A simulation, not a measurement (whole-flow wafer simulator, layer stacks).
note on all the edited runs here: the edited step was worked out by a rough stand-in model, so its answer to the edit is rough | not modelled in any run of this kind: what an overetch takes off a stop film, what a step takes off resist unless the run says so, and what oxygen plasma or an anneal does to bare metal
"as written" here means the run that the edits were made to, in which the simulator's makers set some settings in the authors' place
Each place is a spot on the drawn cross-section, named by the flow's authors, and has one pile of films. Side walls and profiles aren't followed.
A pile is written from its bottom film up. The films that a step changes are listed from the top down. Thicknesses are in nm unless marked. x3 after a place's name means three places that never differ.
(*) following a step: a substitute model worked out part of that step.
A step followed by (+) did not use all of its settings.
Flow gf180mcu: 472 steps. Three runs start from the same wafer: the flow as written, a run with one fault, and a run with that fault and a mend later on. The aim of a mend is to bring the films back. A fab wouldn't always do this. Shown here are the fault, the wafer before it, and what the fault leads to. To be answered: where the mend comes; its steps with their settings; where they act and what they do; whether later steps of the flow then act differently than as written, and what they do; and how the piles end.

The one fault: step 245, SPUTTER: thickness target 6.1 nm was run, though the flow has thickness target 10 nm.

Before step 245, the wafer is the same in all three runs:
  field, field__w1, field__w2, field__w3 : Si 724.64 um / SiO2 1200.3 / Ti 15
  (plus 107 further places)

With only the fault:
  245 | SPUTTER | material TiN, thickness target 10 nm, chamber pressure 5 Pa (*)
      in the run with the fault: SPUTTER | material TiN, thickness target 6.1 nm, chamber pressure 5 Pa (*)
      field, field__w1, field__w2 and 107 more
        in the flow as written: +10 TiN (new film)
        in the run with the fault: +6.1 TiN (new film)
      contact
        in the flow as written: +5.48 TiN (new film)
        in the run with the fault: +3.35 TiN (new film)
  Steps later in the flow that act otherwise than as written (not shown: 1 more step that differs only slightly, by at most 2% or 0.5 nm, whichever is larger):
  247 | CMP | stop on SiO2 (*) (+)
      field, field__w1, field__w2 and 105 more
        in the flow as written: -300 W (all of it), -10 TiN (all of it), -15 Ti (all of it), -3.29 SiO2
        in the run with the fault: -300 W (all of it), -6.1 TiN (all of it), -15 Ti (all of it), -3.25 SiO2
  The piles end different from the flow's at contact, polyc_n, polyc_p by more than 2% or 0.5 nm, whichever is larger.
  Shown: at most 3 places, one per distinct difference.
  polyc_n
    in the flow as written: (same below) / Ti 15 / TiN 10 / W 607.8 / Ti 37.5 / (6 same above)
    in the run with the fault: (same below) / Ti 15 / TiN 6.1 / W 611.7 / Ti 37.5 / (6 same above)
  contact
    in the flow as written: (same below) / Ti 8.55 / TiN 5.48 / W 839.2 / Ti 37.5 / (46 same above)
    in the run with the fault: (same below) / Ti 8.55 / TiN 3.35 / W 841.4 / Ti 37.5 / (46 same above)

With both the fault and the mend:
  After step 245 comes the mend.
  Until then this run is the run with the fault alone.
  245a | SPUTTER | material TiN, thickness target 3.9 nm, chamber pressure 5 Pa (*) (the flow's step 245, run once more with other settings)
      field, field__w1, field__w2 and 107 more
        +3.9 TiN
      contact
        +2.13 TiN
  Later steps of the flow that are run all act as written at every place that is followed.
  By the end, the piles equal the flow's at every place that both follow.
